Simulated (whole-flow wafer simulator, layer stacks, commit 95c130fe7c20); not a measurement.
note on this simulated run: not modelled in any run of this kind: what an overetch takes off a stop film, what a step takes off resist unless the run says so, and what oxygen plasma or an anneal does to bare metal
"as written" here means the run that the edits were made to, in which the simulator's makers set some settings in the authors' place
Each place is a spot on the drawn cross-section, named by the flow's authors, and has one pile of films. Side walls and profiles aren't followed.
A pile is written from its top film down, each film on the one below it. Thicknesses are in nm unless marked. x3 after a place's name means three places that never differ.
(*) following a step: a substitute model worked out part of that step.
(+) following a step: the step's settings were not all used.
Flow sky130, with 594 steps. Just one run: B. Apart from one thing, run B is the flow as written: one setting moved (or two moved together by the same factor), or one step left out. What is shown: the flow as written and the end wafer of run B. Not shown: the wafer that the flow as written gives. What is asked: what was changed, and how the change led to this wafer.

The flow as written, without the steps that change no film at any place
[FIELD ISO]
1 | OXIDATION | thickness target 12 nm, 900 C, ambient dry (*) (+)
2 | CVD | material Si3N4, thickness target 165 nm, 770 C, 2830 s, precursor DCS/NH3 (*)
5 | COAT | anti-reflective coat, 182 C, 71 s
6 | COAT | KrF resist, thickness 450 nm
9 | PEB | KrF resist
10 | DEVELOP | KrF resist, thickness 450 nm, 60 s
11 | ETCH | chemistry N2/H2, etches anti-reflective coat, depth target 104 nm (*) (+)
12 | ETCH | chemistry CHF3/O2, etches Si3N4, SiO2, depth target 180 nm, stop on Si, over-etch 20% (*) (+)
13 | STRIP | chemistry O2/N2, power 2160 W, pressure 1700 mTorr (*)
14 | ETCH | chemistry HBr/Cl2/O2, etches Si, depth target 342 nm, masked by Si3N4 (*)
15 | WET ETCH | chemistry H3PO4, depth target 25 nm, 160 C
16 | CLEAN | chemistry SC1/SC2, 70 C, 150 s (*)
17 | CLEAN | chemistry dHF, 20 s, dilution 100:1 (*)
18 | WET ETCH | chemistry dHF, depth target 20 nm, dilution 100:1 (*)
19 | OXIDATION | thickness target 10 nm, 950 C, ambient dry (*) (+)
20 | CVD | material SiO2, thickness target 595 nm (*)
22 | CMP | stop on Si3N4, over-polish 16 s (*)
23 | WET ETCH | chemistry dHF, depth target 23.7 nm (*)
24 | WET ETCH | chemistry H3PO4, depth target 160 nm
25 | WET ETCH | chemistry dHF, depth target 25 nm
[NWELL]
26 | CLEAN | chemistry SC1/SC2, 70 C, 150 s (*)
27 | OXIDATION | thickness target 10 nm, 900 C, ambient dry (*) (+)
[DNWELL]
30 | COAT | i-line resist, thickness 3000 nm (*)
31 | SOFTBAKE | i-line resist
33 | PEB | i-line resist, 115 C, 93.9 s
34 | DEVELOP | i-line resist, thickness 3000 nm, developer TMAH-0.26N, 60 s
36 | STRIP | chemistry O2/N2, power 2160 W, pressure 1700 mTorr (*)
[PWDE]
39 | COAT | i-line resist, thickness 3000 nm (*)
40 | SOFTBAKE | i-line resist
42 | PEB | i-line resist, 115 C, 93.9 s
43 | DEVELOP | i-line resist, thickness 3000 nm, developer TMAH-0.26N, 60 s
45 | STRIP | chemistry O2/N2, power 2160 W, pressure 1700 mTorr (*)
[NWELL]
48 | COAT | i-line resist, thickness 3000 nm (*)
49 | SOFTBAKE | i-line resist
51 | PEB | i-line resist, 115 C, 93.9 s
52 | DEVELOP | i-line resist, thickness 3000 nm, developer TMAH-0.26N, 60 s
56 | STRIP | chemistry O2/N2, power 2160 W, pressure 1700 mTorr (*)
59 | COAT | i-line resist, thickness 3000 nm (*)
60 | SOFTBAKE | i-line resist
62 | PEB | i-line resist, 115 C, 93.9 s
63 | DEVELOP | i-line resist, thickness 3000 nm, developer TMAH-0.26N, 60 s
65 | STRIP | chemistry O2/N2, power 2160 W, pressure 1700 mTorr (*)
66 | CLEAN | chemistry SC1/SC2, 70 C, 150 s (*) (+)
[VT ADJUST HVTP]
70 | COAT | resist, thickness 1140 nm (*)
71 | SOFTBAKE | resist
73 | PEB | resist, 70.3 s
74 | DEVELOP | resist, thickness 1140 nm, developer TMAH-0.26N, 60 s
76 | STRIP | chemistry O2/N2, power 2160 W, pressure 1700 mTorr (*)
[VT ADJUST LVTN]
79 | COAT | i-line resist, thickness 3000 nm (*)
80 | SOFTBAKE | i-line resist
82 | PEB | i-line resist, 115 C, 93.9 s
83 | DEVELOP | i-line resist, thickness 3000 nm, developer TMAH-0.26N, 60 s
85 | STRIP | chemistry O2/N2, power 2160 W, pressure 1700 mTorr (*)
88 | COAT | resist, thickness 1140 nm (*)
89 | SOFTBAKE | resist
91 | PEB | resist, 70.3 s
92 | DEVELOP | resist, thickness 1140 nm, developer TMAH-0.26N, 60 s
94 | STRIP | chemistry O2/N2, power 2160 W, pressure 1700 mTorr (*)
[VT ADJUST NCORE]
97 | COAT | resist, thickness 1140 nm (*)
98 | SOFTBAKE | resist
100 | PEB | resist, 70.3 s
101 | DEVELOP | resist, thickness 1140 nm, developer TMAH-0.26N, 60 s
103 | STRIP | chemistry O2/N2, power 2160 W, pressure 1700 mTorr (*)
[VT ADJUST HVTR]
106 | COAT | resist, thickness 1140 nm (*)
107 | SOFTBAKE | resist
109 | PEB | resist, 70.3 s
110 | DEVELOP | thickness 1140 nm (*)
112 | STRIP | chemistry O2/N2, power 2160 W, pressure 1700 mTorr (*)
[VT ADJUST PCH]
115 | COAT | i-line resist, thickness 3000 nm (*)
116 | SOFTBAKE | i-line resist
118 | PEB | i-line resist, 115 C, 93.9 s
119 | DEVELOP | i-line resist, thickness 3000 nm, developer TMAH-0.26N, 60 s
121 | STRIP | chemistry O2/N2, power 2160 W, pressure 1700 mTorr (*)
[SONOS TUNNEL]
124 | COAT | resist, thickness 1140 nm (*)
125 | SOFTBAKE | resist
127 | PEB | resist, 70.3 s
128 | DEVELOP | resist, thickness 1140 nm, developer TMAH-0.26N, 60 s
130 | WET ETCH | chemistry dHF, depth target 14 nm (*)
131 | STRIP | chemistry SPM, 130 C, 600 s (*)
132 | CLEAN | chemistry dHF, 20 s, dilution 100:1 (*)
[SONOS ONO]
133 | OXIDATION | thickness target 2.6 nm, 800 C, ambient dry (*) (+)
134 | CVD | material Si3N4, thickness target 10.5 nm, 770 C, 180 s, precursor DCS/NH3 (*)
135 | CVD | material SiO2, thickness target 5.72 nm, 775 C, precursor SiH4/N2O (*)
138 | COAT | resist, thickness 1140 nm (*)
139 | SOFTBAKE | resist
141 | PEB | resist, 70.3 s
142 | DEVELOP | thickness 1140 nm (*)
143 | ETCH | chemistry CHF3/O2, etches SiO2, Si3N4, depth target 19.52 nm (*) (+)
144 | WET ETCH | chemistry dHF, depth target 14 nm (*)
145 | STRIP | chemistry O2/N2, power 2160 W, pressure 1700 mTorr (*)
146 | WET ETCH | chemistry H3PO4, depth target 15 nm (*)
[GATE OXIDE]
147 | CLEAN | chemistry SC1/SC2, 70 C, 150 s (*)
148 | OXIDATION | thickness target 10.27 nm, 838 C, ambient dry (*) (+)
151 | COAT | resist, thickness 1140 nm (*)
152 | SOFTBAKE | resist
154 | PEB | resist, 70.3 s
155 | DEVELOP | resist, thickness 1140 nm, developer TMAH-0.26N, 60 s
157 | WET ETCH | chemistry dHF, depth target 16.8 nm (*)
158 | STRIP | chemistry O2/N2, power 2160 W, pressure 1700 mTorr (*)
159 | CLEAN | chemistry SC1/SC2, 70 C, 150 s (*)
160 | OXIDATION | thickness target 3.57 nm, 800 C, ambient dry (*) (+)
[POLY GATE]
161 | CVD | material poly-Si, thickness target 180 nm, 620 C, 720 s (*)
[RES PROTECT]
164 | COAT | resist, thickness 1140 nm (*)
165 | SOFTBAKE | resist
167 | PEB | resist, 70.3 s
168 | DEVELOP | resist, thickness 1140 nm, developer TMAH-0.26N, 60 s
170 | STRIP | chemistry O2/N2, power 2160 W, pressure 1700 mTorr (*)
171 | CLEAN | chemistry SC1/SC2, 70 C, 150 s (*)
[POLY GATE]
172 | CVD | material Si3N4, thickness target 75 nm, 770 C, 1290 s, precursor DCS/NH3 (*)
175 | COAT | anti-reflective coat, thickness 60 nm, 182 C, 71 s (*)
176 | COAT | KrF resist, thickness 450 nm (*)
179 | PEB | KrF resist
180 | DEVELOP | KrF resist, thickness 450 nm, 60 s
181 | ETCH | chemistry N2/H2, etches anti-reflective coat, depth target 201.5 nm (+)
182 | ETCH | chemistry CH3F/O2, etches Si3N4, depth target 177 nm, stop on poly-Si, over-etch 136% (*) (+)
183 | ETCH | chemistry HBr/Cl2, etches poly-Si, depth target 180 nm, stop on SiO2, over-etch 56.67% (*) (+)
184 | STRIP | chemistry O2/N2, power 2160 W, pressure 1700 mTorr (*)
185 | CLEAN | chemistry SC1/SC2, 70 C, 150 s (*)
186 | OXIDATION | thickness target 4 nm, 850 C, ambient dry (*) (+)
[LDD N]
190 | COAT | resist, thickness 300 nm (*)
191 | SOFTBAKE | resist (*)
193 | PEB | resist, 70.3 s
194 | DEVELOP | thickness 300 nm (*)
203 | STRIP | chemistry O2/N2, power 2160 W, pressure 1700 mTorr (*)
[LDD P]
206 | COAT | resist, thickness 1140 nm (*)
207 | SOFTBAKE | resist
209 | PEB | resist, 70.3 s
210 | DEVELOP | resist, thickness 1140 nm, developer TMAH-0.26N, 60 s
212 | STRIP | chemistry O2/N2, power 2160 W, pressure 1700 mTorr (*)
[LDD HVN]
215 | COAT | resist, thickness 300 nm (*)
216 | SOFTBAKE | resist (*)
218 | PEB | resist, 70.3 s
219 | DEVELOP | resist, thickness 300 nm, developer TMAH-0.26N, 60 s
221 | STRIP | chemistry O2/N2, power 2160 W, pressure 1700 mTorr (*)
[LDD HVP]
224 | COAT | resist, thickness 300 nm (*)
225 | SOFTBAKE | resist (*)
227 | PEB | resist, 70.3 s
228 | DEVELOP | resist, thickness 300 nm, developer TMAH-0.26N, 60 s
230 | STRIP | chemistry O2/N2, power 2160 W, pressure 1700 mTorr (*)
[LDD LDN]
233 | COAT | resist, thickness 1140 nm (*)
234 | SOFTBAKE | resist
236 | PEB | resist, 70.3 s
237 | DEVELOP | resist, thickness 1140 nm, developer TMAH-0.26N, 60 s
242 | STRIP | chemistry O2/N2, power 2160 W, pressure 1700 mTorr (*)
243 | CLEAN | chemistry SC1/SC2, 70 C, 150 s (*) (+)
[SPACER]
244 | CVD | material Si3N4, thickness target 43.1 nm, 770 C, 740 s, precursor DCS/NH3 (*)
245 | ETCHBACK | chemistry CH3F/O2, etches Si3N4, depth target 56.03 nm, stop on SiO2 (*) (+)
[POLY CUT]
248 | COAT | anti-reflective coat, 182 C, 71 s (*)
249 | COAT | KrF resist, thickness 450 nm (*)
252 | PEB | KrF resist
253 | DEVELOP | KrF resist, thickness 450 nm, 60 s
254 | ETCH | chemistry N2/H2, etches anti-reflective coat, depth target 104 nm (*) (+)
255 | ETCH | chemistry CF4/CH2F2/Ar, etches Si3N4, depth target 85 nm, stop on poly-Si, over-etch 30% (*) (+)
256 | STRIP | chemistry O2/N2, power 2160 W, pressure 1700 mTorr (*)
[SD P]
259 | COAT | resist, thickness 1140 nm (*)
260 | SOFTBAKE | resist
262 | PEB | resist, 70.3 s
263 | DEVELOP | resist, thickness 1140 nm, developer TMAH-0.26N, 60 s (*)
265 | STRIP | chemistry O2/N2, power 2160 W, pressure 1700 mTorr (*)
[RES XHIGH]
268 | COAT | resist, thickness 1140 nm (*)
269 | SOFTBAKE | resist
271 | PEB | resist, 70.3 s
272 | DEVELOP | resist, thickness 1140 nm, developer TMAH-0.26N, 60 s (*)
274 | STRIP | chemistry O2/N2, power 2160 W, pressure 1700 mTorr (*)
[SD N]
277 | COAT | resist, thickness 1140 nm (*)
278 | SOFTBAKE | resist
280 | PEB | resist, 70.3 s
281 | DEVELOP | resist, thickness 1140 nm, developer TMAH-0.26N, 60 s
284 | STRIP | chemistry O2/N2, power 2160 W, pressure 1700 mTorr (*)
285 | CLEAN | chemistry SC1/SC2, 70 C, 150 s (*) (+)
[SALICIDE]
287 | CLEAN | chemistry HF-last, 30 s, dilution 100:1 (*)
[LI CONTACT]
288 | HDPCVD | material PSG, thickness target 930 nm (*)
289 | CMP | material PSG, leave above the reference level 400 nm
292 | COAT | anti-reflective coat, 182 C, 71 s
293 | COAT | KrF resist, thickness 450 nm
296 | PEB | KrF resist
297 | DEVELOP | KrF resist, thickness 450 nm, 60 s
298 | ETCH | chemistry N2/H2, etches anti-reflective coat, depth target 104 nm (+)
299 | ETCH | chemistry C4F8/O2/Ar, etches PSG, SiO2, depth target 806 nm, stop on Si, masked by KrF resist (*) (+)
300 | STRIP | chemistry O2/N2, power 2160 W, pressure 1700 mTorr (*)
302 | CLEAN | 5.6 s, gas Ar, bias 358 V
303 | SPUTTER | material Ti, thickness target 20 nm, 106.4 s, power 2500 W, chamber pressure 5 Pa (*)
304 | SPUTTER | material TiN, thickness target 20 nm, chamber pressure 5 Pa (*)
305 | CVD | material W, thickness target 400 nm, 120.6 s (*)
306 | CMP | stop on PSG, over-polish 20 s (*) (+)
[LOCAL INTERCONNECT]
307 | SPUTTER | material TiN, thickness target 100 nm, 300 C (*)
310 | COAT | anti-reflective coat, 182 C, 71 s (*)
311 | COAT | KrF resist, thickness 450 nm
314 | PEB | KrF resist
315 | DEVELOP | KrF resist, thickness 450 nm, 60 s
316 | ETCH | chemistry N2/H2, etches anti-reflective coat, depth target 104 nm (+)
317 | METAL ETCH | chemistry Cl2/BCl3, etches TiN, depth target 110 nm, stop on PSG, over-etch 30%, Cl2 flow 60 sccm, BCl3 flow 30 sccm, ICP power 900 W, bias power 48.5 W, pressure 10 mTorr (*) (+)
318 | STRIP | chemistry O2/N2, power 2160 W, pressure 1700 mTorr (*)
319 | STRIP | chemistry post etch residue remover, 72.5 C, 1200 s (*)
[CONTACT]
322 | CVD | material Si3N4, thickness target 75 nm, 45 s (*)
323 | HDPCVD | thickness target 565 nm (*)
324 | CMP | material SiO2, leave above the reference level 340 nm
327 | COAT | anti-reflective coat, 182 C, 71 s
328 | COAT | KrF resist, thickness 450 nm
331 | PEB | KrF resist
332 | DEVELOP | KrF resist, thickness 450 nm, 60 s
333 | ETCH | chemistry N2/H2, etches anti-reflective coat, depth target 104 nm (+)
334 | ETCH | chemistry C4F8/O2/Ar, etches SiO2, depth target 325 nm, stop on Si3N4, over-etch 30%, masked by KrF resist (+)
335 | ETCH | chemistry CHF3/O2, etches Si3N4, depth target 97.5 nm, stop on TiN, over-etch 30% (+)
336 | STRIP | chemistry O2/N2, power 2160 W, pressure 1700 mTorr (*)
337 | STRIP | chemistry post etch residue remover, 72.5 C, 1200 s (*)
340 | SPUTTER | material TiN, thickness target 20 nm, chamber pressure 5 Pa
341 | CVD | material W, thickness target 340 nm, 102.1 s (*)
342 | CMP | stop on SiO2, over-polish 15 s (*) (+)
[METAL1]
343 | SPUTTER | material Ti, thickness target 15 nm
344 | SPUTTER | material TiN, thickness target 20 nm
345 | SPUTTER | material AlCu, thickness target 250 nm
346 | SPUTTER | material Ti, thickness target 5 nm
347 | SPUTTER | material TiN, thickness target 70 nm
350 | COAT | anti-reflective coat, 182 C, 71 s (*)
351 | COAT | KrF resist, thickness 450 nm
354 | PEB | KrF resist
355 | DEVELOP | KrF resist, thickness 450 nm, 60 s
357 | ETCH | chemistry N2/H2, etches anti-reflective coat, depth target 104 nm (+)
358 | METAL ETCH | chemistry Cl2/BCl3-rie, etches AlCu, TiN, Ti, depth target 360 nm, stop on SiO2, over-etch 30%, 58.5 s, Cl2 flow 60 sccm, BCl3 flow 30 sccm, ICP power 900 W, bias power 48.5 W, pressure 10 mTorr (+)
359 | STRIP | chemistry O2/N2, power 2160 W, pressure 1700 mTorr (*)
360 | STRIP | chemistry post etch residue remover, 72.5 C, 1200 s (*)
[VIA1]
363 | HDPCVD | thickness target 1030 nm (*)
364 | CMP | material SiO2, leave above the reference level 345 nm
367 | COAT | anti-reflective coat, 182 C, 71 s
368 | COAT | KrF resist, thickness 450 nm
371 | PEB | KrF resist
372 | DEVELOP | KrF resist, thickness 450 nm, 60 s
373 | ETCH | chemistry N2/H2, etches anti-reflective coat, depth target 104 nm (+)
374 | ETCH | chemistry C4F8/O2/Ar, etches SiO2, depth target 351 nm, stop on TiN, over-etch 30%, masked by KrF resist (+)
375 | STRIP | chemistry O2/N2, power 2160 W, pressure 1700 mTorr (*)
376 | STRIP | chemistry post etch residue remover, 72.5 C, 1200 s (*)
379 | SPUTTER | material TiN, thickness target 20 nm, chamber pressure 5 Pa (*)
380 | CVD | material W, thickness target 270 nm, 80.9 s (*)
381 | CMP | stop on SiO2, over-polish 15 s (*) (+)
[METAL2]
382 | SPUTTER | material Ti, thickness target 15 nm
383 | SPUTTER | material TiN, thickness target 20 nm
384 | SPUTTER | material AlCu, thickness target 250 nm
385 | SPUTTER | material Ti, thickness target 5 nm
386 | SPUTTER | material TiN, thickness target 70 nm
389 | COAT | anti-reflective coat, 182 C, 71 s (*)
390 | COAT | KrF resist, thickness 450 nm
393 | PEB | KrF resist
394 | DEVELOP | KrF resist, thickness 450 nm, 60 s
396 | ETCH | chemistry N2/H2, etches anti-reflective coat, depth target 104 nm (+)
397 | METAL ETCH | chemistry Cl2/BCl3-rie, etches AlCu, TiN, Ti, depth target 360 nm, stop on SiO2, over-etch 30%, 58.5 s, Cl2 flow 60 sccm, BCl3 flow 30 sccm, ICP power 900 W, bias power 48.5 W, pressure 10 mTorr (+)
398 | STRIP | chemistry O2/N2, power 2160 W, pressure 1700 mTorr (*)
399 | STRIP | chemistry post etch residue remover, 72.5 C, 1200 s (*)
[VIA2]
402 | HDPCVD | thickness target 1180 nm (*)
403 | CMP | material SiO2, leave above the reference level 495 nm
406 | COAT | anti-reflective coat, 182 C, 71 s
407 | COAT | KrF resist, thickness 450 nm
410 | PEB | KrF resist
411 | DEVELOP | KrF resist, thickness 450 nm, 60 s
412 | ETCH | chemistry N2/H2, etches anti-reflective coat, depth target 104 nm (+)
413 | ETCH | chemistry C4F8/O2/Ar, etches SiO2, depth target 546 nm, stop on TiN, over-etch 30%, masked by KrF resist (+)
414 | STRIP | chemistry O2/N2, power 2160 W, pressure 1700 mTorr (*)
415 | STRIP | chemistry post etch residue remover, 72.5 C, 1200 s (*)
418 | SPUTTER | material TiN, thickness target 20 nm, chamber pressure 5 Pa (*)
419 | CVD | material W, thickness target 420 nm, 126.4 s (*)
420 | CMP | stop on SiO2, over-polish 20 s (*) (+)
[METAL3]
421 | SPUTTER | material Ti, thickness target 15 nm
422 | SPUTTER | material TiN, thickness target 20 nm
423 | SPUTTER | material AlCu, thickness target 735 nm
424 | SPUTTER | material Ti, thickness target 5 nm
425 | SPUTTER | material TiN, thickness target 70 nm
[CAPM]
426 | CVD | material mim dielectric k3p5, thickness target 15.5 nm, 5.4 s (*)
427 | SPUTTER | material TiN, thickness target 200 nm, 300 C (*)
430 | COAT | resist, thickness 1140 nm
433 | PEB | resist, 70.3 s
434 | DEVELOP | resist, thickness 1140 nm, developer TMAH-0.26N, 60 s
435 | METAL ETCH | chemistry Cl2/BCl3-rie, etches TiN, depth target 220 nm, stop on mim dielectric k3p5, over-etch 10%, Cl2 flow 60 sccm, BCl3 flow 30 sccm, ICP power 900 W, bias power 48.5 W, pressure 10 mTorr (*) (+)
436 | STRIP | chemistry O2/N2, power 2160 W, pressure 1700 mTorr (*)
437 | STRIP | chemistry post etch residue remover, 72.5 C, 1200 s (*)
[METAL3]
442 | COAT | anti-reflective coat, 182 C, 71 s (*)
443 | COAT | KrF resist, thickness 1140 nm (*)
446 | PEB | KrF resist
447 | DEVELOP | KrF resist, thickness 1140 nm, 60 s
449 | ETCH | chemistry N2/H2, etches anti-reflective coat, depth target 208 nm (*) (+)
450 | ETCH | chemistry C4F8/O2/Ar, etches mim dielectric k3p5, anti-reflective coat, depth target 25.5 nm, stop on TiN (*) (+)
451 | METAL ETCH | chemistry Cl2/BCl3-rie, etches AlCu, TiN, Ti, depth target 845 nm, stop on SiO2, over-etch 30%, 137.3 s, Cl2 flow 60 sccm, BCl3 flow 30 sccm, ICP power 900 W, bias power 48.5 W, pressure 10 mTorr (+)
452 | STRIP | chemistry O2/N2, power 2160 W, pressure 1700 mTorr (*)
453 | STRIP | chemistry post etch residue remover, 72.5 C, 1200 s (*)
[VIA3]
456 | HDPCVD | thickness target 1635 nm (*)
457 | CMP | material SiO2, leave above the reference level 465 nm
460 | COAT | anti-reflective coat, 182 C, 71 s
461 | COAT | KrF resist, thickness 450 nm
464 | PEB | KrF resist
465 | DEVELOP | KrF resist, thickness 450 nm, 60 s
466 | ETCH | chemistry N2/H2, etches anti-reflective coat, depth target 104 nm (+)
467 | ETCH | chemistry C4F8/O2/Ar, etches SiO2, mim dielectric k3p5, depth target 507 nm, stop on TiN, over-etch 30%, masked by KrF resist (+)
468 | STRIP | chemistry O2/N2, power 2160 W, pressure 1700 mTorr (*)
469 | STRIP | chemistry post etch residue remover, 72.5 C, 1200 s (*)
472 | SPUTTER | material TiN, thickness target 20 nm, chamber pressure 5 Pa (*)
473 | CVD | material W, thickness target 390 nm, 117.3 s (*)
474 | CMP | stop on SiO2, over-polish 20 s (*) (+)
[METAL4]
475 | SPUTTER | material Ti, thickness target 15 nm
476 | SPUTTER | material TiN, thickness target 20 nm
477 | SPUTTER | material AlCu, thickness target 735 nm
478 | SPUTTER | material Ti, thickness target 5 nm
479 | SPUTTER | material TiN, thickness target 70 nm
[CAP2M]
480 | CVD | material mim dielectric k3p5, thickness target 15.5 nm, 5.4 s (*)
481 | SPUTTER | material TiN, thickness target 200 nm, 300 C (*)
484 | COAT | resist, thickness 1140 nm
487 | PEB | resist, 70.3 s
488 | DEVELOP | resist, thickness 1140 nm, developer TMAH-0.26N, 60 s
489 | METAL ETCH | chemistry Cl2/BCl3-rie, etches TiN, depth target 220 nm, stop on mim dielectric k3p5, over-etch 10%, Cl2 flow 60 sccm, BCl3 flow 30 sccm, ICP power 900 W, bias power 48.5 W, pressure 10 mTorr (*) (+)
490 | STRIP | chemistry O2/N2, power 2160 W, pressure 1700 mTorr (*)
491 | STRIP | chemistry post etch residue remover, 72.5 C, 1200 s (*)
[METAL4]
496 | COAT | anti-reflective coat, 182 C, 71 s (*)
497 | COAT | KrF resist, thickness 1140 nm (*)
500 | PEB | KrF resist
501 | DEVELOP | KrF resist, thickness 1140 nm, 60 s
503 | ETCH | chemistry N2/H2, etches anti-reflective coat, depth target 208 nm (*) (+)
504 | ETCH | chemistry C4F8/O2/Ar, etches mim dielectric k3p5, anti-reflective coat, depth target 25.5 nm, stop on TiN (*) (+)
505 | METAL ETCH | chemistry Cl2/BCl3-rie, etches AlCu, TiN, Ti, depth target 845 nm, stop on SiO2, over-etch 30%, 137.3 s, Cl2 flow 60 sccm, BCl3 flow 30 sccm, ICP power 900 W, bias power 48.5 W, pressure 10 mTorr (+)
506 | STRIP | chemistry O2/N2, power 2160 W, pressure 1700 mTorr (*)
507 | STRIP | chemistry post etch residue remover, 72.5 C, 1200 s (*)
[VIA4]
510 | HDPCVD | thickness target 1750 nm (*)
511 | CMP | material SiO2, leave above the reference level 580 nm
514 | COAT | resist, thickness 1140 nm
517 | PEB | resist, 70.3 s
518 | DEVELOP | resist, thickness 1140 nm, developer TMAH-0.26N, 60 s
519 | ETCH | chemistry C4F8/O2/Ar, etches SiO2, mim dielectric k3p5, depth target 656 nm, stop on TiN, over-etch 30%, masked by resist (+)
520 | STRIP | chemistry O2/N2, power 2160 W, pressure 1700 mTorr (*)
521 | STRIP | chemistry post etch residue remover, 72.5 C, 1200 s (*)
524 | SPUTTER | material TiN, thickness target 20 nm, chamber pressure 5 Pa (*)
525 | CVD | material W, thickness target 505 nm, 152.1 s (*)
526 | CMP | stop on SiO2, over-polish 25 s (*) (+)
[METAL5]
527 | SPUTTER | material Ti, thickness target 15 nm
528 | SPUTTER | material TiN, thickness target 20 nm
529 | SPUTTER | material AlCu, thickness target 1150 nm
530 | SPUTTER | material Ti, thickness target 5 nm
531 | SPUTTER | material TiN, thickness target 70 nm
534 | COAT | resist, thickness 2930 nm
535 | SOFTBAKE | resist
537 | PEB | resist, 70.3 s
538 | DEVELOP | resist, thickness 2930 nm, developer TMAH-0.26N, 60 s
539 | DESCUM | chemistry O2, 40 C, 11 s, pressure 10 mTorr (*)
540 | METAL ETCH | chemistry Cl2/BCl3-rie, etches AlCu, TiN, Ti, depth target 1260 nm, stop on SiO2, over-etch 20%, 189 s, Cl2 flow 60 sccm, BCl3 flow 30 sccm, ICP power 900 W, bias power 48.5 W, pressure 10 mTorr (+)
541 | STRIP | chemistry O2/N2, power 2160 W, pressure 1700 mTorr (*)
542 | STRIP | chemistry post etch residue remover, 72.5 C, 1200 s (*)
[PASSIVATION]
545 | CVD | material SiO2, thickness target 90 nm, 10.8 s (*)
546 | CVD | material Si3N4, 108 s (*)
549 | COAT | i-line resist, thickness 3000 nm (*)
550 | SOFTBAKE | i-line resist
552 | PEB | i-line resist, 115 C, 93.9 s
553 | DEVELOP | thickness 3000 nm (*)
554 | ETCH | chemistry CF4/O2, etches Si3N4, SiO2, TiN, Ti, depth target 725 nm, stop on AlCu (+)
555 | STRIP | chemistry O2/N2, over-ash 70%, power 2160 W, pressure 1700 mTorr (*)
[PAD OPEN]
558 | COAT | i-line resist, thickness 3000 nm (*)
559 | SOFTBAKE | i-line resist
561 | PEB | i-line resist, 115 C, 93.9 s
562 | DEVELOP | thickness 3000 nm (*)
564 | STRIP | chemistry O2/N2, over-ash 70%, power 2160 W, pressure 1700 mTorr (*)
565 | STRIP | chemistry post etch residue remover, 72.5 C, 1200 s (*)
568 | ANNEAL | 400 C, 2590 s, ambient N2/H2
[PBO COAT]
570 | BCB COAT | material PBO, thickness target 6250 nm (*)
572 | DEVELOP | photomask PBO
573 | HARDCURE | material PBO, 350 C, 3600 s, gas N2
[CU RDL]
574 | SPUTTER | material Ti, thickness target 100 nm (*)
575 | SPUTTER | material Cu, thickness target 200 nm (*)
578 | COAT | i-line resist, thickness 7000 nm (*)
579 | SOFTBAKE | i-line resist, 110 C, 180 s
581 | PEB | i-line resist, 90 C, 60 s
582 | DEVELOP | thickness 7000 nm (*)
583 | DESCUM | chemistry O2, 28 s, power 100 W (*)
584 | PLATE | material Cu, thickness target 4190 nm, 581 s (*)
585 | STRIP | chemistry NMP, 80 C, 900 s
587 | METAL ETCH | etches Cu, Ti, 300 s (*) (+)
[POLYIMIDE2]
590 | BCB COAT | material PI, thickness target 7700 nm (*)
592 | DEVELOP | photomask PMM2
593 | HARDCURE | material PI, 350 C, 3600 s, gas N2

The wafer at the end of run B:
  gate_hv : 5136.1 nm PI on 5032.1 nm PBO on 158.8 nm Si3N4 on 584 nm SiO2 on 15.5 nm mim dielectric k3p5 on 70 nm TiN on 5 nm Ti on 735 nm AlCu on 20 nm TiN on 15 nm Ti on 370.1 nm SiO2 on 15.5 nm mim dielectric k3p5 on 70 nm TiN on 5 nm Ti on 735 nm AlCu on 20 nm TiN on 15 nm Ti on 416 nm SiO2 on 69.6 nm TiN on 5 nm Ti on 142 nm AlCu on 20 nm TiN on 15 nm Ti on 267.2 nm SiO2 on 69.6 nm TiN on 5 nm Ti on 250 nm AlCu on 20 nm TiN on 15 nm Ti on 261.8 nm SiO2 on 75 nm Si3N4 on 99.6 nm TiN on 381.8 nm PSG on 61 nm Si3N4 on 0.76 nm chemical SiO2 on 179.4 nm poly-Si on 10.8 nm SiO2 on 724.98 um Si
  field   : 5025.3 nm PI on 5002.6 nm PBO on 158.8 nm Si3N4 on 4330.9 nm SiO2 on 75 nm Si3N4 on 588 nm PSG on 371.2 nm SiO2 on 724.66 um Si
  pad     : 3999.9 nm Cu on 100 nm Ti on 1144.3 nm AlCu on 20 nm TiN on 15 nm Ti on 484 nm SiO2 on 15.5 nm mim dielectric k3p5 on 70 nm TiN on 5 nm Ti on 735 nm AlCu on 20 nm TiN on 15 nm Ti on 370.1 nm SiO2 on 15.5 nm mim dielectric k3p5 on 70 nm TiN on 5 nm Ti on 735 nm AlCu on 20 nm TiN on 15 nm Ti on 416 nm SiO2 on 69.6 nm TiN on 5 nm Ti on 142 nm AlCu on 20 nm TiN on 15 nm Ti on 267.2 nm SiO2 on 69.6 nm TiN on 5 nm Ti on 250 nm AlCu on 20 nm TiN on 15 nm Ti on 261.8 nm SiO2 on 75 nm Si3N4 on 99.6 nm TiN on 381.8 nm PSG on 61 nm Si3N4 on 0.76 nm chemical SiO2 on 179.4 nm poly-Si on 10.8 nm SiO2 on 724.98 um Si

The reason: step 384, SPUTTER: thickness target 142 nm was run, while the flow as written has thickness target 250 nm.
The wafer lets one read it off: gate_hv has AlCu 142, and step 384 as written asks for 250 nm.

How this came from the change, step by step:
  384 | SPUTTER | material AlCu, thickness target 250 nm
      field, active, n_well and 188 more: +142 AlCu (new film) (in the flow as written it would be: +250 AlCu (new film))
  397 | METAL ETCH | chemistry Cl2/BCl3-rie, etches AlCu, TiN, Ti, depth target 360 nm, stop on SiO2, over-etch 30%, 58.5 s, Cl2 flow 60 sccm, BCl3 flow 30 sccm, ICP power 900 W, bias power 48.5 W, pressure 10 mTorr (+)
      field, active, gate and 82 more: -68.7 TiN (all of it), -5 Ti (all of it), -142 AlCu (all of it), -20 TiN (all of it), -15 Ti (all of it), -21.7 SiO2 (in the flow as written it would be: -68.7 TiN (all of it), -5 Ti (all of it), -250 AlCu (all of it), -20 TiN (all of it), -15 Ti (all of it), -10.9 SiO2)
  403 | CMP | material SiO2, leave above the reference level 495 nm
      field, active, gate and 82 more: -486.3 SiO2 (in the flow as written it would be: -389.1 SiO2)
